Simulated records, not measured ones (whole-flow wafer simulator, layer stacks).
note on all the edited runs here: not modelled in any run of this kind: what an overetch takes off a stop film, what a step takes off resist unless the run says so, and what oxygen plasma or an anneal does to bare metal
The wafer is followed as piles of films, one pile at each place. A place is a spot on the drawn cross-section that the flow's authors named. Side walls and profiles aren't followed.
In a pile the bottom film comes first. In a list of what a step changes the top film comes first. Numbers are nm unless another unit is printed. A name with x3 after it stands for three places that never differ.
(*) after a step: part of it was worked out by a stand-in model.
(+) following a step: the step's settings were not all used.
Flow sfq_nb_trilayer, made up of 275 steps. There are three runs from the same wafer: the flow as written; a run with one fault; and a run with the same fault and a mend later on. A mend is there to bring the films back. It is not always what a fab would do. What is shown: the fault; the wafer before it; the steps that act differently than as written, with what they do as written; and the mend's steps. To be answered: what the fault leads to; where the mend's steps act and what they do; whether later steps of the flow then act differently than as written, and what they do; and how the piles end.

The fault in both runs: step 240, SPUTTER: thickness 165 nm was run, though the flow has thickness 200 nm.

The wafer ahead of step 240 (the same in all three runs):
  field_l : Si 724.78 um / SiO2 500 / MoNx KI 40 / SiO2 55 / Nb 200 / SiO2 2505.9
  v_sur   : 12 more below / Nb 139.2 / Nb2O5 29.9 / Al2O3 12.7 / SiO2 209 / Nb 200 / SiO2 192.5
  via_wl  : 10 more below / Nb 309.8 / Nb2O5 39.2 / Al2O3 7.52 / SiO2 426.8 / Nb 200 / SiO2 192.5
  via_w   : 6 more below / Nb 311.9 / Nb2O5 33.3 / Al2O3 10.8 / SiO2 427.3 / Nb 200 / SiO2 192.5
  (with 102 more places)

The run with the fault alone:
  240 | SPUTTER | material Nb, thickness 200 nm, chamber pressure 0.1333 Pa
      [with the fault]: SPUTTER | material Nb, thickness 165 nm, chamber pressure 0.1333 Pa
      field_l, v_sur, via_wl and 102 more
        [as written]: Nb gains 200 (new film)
        [with the fault]: Nb gains 165 (new film)
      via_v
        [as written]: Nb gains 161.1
        [with the fault]: Nb gains 132.8
  Later steps of the flow acting differently than as written (4 other steps are not shown; they differ only slightly, by no more than 2% or 0.5 nm, whichever is larger):
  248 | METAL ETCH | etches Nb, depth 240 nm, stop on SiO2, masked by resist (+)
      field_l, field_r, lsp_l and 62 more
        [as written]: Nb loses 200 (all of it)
        [with the fault]: Nb loses 165 (all of it)
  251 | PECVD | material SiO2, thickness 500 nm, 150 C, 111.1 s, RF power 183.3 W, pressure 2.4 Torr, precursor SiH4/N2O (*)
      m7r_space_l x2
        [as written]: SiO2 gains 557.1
        [with the fault]: SiO2 gains 522.1
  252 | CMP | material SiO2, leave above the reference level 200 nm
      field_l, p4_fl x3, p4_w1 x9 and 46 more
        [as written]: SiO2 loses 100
        [with the fault]: SiO2 loses 135
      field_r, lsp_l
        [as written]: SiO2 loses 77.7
        [with the fault]: SiO2 loses 116.6
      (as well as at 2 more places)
  At v_sur, via_wl, via_w and 86 more, the piles at the end differ from the flow's by more than 2% or 0.5 nm, whichever is larger.
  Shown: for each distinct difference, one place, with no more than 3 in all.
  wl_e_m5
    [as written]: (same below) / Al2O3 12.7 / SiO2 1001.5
    [with the fault]: (same below) / Al2O3 12.7 / SiO2 966.5
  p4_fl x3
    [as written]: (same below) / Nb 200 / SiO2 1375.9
    [with the fault]: (same below) / Nb 200 / SiO2 1340.9
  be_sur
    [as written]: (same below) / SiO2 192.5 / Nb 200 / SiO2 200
    [with the fault]: (same below) / SiO2 192.5 / Nb 165 / SiO2 200

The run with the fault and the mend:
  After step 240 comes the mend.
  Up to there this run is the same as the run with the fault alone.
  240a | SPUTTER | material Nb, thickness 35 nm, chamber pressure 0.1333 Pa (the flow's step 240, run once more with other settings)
      field_l, v_sur, via_wl and 102 more
        Nb gains 35
      via_v
        Nb gains 25.5
  None of the later steps of the flow differs from how it acts as written, at any place that is followed, by more than 2% or 0.5 nm, whichever is larger.
  The piles end only slightly different from the flow's at the places that both follow, by no more than 2% or 0.5 nm, whichever is larger.
